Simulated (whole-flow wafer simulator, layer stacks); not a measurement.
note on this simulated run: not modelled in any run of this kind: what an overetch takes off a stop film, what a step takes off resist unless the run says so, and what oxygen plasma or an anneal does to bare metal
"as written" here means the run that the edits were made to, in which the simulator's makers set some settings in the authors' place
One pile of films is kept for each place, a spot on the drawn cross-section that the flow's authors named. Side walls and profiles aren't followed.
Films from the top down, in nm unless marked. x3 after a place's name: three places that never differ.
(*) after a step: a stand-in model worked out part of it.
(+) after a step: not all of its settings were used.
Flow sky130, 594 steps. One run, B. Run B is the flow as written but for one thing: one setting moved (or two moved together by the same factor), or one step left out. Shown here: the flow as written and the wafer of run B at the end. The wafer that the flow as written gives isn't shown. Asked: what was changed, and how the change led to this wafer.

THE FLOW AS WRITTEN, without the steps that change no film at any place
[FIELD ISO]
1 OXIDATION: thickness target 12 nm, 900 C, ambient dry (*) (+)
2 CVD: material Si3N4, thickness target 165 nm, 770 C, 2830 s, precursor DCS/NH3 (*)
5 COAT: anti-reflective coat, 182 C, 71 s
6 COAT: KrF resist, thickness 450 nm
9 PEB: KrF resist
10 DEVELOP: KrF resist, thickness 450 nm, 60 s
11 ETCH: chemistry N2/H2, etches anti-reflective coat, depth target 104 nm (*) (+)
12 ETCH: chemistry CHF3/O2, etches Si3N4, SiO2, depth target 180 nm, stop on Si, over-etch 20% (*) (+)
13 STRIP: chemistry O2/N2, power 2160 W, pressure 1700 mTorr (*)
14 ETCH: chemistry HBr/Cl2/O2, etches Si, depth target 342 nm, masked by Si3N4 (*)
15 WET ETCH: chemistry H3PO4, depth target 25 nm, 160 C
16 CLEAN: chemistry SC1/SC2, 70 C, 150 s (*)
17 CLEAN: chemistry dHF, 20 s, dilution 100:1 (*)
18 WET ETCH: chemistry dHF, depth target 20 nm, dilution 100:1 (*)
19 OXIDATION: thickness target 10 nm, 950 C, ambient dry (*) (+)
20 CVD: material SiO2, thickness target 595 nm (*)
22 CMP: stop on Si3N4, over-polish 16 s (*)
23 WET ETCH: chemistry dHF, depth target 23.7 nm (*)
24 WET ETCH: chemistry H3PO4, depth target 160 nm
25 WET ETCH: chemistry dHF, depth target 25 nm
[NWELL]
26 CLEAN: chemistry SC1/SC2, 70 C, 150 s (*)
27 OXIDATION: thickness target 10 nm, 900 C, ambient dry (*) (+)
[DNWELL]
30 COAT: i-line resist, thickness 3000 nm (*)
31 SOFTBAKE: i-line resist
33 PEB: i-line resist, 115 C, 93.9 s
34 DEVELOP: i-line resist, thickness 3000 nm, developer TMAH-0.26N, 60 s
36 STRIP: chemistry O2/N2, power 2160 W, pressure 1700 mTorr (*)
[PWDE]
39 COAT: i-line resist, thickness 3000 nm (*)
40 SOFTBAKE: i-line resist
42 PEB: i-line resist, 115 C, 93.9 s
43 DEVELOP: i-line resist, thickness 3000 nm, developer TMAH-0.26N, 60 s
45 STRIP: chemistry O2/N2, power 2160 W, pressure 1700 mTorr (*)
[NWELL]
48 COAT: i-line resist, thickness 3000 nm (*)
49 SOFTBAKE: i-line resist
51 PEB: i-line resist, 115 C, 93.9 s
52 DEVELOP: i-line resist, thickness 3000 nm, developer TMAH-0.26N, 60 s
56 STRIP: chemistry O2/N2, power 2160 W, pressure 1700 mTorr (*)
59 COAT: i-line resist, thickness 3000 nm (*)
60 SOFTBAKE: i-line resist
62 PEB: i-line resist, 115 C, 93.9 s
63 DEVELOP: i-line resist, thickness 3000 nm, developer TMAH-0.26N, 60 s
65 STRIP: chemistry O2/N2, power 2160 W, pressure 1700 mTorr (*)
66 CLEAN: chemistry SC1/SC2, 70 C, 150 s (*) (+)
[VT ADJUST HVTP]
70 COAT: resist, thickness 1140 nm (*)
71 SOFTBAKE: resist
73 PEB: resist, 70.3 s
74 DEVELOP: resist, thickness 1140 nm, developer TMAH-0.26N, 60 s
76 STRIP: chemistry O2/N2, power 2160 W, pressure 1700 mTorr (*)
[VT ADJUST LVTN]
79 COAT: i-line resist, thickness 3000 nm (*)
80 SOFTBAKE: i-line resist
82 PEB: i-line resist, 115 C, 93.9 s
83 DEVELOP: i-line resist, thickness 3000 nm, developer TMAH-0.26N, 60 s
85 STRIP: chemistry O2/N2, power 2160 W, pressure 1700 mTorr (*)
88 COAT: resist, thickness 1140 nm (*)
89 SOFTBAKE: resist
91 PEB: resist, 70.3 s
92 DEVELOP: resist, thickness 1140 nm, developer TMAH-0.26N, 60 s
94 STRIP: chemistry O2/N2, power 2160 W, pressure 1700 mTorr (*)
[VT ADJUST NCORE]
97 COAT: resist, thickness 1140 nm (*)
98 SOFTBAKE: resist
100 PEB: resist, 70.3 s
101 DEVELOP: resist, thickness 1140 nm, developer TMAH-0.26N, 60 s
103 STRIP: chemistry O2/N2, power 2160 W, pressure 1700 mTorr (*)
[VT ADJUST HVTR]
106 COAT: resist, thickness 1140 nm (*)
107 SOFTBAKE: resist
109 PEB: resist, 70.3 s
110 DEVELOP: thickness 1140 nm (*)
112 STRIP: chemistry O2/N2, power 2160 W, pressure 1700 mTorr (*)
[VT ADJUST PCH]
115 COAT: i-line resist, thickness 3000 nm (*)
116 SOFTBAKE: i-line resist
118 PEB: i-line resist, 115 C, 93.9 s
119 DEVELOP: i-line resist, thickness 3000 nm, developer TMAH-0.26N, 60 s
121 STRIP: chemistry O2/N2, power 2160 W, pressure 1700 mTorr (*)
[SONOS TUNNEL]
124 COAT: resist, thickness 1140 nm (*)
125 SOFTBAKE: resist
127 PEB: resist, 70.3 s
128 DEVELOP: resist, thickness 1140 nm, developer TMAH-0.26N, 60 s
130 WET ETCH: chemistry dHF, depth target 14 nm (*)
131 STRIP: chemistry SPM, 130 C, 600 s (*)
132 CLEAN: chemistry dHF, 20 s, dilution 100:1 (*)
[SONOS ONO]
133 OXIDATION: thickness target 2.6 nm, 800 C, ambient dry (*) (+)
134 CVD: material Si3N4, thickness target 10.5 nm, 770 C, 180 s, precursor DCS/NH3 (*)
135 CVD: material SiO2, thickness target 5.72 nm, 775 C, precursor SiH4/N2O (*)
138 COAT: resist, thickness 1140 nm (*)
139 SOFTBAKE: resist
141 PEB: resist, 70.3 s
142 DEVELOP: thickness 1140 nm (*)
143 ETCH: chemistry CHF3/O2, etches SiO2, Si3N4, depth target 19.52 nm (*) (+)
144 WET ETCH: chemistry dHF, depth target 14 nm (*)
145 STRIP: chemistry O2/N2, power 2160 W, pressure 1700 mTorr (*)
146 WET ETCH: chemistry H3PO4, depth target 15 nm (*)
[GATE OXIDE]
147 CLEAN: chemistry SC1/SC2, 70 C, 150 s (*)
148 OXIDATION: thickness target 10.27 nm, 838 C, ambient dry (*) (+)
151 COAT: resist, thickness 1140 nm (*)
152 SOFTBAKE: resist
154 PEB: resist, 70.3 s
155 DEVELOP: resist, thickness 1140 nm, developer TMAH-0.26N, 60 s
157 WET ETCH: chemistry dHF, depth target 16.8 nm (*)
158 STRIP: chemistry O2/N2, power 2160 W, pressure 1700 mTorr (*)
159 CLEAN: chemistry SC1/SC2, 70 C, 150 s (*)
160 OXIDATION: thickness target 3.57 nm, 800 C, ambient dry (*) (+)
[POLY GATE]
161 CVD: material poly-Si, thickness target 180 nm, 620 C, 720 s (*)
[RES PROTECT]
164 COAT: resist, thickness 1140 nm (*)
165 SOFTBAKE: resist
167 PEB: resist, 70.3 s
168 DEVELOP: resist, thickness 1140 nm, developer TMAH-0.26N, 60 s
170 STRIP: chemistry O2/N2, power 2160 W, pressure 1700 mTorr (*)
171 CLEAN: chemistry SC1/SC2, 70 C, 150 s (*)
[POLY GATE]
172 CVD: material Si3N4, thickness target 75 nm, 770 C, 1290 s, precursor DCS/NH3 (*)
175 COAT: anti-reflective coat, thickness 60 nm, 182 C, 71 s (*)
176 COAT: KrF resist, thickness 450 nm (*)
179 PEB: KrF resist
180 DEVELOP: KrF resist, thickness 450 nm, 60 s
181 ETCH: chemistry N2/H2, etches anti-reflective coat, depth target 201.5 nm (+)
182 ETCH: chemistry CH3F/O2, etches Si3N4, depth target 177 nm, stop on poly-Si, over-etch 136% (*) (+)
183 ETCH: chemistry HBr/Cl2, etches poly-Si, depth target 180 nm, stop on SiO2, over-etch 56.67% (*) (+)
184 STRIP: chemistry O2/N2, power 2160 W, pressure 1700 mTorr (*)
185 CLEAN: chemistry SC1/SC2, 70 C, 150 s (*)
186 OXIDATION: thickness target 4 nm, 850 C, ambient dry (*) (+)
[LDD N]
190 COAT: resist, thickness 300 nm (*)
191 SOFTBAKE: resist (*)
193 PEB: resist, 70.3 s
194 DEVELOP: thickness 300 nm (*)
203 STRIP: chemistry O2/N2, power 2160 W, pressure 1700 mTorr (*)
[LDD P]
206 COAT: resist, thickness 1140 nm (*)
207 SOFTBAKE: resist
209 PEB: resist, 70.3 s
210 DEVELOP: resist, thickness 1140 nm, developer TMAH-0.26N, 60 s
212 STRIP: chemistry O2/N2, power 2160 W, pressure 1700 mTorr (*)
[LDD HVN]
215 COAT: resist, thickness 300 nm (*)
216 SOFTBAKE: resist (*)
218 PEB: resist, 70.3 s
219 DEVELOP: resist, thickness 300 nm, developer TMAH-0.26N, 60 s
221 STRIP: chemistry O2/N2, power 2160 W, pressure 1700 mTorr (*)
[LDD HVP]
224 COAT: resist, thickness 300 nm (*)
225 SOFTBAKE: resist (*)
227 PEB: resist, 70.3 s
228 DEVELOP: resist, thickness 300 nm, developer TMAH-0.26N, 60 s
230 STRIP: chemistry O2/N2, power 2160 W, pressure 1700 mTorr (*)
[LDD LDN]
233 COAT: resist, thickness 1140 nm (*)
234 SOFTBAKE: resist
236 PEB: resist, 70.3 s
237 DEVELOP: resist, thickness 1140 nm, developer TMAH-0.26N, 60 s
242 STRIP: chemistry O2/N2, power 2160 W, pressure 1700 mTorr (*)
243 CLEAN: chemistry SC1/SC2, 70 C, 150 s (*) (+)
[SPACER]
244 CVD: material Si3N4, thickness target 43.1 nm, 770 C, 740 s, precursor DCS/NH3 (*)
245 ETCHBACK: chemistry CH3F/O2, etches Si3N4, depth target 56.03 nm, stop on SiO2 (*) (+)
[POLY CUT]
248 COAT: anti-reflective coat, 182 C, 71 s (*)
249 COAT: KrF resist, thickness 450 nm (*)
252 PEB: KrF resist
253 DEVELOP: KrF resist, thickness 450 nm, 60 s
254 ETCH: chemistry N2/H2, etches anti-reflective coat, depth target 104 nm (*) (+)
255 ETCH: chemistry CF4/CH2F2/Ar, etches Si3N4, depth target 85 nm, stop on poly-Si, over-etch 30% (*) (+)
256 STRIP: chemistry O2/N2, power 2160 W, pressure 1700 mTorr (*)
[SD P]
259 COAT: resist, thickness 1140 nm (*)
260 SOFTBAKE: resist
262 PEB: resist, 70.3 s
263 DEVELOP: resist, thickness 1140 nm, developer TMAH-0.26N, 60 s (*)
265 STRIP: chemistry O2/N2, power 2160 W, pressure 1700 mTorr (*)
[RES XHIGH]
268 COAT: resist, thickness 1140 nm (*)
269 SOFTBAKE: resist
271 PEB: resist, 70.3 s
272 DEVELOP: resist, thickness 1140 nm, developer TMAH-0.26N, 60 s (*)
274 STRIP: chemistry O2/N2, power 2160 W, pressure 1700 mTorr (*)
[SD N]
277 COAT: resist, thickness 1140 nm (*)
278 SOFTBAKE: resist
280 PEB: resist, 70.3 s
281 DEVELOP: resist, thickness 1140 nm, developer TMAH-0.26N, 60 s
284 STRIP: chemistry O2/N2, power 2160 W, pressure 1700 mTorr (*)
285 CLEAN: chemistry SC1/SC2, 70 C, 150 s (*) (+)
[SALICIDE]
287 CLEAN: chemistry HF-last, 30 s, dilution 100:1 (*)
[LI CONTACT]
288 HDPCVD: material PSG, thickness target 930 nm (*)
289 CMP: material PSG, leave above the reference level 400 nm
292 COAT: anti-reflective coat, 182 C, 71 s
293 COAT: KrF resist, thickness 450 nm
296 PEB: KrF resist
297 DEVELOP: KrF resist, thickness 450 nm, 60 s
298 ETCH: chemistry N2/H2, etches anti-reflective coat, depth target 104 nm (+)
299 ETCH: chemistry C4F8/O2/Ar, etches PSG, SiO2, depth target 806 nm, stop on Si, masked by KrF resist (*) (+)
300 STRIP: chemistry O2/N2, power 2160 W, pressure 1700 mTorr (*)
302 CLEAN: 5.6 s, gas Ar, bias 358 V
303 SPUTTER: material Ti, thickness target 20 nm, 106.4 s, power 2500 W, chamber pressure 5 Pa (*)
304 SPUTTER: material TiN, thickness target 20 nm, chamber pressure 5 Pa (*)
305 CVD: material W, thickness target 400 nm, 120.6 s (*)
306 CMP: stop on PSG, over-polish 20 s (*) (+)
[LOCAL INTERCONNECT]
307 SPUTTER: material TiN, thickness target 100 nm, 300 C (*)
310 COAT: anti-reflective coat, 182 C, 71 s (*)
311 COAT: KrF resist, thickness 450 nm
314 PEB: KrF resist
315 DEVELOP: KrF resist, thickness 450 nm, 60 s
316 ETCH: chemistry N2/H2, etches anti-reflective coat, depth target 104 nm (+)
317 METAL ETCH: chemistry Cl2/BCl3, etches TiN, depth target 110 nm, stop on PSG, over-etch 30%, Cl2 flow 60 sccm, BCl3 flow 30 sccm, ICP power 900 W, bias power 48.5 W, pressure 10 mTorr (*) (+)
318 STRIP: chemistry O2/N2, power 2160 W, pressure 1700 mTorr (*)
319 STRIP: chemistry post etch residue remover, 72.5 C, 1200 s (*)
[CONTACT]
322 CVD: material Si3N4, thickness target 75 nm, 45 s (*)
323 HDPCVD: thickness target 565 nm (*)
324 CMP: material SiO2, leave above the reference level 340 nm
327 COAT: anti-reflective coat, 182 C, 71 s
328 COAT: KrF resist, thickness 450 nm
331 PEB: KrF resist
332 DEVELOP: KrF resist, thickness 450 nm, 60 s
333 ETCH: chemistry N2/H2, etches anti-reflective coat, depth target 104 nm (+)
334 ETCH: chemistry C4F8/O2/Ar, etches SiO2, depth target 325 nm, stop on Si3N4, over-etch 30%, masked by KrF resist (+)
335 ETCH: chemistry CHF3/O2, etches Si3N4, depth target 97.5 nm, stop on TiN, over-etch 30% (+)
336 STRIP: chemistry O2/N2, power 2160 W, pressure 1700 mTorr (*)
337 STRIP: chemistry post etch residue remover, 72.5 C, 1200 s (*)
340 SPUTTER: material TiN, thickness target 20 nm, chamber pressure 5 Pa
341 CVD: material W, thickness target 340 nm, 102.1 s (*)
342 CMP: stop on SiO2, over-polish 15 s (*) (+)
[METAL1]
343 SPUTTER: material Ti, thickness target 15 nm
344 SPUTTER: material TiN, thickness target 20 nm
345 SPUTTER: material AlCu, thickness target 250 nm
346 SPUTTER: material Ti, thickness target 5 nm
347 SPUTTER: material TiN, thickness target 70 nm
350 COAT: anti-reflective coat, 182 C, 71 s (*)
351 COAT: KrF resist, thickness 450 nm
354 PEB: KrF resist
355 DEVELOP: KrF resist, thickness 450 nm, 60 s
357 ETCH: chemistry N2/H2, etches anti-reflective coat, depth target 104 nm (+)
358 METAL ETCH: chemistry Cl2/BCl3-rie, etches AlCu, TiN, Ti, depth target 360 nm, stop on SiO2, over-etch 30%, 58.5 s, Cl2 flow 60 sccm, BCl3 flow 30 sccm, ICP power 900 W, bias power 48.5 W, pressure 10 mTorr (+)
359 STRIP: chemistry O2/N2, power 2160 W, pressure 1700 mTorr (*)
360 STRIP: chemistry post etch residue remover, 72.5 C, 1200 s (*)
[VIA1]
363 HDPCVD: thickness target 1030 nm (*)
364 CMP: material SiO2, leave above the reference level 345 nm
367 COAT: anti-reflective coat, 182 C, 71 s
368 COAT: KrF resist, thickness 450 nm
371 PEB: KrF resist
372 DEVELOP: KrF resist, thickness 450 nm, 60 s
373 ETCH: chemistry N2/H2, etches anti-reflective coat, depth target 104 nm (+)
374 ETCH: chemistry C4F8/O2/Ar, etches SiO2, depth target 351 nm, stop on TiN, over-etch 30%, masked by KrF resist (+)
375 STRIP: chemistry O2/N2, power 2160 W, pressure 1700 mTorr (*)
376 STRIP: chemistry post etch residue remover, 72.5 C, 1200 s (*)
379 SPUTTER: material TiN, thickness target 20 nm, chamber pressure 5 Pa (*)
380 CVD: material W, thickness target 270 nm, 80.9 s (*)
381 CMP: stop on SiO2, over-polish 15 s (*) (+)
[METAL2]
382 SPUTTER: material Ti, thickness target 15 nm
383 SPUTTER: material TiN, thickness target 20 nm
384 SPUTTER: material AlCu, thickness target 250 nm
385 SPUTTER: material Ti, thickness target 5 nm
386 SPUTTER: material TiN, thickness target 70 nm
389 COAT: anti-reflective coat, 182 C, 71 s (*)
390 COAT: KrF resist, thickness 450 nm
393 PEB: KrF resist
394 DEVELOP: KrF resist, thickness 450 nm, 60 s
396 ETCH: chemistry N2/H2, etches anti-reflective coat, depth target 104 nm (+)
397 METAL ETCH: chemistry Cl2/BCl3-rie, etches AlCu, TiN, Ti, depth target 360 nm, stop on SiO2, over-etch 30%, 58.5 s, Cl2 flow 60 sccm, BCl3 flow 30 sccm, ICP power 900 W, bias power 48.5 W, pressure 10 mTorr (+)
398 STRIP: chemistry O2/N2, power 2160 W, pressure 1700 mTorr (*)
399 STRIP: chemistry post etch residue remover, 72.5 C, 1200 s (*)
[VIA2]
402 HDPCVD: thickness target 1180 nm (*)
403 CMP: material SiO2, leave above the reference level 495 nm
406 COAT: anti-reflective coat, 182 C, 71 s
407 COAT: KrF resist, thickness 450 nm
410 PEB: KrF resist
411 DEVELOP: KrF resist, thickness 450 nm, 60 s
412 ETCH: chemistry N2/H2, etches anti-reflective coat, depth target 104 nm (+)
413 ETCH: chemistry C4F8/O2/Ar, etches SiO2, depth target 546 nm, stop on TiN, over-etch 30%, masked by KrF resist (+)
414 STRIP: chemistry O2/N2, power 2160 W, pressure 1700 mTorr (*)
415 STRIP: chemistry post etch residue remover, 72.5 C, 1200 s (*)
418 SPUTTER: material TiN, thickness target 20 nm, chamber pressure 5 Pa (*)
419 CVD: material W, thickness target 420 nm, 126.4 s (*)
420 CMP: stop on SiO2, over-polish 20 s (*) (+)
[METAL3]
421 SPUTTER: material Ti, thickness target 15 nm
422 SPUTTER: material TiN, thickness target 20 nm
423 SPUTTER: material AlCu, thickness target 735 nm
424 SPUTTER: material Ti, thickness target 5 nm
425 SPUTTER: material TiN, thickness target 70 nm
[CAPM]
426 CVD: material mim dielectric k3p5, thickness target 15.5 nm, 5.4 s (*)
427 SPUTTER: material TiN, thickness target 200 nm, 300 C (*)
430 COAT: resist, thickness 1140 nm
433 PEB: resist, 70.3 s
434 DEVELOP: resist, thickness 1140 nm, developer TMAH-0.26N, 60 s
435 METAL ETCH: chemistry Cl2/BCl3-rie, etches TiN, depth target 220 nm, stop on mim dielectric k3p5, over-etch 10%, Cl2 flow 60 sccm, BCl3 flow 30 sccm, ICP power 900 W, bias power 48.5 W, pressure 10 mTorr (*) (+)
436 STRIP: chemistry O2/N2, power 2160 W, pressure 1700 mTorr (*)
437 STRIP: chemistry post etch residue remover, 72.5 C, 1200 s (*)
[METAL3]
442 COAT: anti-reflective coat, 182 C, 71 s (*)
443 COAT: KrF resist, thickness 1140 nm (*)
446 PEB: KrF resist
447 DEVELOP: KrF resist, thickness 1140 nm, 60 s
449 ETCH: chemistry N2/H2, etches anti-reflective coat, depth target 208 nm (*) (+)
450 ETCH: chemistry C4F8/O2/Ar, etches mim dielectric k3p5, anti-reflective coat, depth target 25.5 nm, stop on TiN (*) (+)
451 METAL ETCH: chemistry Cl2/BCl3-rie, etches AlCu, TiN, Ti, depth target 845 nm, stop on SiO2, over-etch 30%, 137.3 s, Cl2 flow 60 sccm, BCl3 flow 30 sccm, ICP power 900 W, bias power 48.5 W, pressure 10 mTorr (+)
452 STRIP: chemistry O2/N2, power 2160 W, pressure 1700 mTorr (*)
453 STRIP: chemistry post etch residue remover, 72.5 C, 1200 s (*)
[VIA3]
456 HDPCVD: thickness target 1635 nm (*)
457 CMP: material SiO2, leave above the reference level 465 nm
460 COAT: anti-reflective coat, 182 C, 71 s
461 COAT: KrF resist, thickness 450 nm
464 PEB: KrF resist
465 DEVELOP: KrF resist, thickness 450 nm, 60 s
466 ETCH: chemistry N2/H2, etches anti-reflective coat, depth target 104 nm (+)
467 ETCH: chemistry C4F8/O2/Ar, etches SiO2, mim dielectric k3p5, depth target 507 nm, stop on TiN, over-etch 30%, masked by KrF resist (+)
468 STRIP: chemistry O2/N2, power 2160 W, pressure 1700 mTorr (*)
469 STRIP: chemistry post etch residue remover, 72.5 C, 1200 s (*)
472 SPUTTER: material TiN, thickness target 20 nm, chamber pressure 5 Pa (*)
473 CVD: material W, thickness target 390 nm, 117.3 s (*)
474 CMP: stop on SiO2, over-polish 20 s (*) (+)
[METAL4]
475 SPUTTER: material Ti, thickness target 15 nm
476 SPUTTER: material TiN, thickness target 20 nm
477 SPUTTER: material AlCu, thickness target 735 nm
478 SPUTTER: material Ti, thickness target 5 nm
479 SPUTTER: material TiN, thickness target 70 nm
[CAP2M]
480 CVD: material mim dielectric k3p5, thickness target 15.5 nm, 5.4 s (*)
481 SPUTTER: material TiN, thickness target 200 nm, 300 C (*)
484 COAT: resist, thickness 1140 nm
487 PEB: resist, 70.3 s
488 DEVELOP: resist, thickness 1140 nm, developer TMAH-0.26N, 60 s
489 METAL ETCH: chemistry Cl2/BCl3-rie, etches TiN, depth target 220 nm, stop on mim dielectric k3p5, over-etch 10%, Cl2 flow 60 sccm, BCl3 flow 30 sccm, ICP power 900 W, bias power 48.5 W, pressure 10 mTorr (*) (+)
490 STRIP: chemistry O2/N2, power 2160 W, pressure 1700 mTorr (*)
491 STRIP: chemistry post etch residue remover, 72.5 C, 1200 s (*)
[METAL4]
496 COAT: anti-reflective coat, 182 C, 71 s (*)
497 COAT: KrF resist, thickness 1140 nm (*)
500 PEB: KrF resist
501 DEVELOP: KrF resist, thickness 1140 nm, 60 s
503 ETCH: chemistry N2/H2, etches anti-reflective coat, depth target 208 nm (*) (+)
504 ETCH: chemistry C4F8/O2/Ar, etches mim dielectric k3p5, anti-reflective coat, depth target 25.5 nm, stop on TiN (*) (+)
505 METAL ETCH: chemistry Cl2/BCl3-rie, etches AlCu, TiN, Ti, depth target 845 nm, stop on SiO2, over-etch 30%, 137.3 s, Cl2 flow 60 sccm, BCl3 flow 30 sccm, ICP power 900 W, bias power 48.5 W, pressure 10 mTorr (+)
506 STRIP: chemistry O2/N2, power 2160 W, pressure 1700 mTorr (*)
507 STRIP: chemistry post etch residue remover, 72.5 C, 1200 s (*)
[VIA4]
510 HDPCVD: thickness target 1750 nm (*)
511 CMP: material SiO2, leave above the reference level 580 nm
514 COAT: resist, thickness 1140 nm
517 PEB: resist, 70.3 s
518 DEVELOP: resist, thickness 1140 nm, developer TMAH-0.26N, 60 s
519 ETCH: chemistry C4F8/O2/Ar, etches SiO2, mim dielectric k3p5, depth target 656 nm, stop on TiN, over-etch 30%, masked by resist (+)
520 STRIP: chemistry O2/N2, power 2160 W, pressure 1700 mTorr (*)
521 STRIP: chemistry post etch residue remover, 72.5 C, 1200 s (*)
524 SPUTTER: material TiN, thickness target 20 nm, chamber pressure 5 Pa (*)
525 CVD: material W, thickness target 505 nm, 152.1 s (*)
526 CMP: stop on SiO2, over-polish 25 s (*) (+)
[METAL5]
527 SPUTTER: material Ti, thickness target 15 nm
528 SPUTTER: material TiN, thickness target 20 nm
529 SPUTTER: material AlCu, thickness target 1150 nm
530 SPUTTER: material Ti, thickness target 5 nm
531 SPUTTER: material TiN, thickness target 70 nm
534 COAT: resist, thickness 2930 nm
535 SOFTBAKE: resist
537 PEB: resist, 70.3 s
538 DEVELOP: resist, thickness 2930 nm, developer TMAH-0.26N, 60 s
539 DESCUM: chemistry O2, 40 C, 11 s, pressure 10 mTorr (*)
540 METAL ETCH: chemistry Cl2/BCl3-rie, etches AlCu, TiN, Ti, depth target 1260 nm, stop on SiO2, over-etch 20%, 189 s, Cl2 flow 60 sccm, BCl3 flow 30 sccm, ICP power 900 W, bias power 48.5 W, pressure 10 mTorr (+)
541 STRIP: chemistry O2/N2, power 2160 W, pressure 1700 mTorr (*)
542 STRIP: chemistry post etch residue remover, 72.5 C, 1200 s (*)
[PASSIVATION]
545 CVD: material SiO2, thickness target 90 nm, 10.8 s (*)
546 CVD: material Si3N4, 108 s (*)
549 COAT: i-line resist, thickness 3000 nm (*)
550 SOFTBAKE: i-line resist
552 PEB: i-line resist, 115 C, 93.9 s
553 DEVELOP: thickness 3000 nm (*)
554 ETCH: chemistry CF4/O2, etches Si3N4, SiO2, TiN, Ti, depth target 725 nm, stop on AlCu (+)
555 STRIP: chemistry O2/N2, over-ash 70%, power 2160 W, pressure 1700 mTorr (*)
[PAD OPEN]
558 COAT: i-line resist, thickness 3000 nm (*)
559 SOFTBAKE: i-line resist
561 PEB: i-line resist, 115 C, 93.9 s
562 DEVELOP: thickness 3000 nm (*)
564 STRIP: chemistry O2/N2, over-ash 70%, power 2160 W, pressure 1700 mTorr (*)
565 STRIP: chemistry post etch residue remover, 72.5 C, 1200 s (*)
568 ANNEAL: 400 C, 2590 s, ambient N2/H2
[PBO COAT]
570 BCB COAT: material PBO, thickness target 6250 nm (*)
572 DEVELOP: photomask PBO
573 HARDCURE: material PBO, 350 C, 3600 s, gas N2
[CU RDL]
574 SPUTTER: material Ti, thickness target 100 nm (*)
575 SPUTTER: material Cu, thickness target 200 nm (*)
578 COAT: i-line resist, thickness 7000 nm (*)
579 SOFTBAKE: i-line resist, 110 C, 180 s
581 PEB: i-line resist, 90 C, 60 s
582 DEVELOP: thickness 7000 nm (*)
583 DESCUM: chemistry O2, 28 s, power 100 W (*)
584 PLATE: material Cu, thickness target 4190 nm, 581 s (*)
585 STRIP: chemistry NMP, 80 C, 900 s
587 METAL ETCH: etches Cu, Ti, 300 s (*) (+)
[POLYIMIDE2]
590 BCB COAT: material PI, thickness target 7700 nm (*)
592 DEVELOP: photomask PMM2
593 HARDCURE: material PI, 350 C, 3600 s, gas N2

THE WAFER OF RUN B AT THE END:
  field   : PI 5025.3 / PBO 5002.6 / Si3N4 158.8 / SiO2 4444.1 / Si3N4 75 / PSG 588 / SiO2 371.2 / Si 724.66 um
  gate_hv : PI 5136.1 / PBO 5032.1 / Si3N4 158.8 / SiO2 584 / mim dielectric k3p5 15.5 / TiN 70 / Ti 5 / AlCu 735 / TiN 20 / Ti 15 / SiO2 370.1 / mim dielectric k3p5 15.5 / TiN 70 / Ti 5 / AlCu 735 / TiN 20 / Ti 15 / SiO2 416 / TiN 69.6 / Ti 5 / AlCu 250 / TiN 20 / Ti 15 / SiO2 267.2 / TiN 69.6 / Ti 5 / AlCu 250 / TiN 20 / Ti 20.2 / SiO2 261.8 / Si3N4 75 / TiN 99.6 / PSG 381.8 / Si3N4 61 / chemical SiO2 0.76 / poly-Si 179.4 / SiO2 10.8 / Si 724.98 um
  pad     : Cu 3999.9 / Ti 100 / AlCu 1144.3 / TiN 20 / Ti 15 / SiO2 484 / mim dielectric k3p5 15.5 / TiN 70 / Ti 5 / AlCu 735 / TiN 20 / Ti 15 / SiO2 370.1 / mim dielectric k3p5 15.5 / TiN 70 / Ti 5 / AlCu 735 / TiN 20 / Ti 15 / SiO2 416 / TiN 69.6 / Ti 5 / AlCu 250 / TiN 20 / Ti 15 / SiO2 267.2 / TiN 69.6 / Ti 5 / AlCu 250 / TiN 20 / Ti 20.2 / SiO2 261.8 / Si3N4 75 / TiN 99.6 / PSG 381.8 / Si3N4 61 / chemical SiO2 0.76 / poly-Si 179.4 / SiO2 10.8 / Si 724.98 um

The cause: step 343, SPUTTER: thickness target 20.2 nm was run, where the flow has thickness target 15 nm.
It can be read off the wafer: gate_hv has Ti 20.2, and step 343 as written asks for 15 nm.

How the change led to this, step by step:
  343 SPUTTER: material Ti, thickness target 15 nm
      field, active, n_well and 188 more: Ti +20.2 (new film) (as written it would be: Ti +15 (new film))
  358 METAL ETCH: chemistry Cl2/BCl3-rie, etches AlCu, TiN, Ti, depth target 360 nm, stop on SiO2, over-etch 30%, 58.5 s, Cl2 flow 60 sccm, BCl3 flow 30 sccm, ICP power 900 W, bias power 48.5 W, pressure 10 mTorr (+)
      field, active, gate and 81 more: TiN -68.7 (all of it), Ti -5 (all of it), AlCu -250 (all of it), TiN -20 (all of it), Ti -20.2 (all of it), SiO2 -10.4 (as written it would be: TiN -68.7 (all of it), Ti -5 (all of it), AlCu -250 (all of it), TiN -20 (all of it), Ti -15 (all of it), SiO2 -10.9)
